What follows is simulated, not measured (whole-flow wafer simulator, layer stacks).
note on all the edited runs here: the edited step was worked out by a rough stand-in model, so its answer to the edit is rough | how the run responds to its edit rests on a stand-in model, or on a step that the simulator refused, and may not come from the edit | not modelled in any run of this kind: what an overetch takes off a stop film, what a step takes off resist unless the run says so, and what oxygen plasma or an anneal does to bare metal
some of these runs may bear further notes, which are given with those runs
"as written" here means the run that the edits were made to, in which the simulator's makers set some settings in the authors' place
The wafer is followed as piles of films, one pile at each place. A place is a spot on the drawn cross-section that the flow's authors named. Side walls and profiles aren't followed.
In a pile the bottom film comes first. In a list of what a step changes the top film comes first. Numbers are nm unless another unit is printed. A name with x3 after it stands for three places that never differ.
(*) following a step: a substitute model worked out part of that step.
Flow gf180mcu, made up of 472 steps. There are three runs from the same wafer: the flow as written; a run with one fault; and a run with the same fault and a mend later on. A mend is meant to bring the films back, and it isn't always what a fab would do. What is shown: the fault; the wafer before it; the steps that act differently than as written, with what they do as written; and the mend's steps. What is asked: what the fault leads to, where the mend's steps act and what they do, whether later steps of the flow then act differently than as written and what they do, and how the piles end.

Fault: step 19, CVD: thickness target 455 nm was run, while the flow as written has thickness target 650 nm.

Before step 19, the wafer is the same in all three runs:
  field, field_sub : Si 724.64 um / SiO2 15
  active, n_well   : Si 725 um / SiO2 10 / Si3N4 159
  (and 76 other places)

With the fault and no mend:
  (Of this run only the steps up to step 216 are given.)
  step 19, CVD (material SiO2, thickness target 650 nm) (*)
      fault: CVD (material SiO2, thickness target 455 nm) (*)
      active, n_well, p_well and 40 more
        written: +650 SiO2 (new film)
        fault: +455 SiO2 (new film)
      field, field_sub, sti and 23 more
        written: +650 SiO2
        fault: +455 SiO2
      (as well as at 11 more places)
  Steps later in the flow that act otherwise than as written (not shown: 26 more steps that differ only slightly, by at most 2% or 0.5 nm, whichever is larger):
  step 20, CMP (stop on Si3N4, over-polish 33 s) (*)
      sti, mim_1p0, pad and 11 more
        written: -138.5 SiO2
        fault: nothing
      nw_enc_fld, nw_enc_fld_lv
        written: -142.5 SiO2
        fault: nothing
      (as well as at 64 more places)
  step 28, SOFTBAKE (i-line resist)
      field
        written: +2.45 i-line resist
        fault: -1.1 i-line resist
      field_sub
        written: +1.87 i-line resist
        fault: -0.72 i-line resist
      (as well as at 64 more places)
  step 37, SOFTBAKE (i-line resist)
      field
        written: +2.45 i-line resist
        fault: -1.1 i-line resist
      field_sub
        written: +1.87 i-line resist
        fault: -0.72 i-line resist
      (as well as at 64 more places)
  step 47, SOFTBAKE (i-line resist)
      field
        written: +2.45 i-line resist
        fault: -1.1 i-line resist
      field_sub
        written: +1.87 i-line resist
        fault: -0.72 i-line resist
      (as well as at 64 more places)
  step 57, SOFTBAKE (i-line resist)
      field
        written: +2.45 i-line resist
        fault: -1.1 i-line resist
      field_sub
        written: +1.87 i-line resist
        fault: -0.72 i-line resist
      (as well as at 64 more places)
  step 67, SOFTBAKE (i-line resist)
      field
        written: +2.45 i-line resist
        fault: -1.1 i-line resist
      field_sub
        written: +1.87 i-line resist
        fault: -0.72 i-line resist
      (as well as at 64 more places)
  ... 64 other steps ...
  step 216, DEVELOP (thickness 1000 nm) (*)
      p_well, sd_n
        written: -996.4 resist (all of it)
        fault: -946.8 resist (all of it)
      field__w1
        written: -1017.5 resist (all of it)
        fault: -1040.5 resist (all of it)
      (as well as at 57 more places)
  Once step 216 is done, the piles at field, field__w1, field__w2 and 52 more depart from the flow's by more than 2% or 0.5 nm, whichever is larger.
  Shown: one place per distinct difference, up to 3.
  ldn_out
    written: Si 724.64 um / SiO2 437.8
    fault: Si 724.64 um / SiO2 381.7
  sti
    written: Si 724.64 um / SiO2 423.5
    fault: Si 724.64 um / SiO2 367.4
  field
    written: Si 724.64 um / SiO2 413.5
    fault: Si 724.64 um / SiO2 367.4

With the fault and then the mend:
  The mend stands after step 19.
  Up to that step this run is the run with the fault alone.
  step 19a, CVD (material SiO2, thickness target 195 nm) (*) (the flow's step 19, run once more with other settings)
      field, field_sub, active and 77 more
        +195 SiO2
  None of the later steps of the flow acts differently than as written at any place that is followed.
  By the end, the piles equal the flow's at every place that both follow.
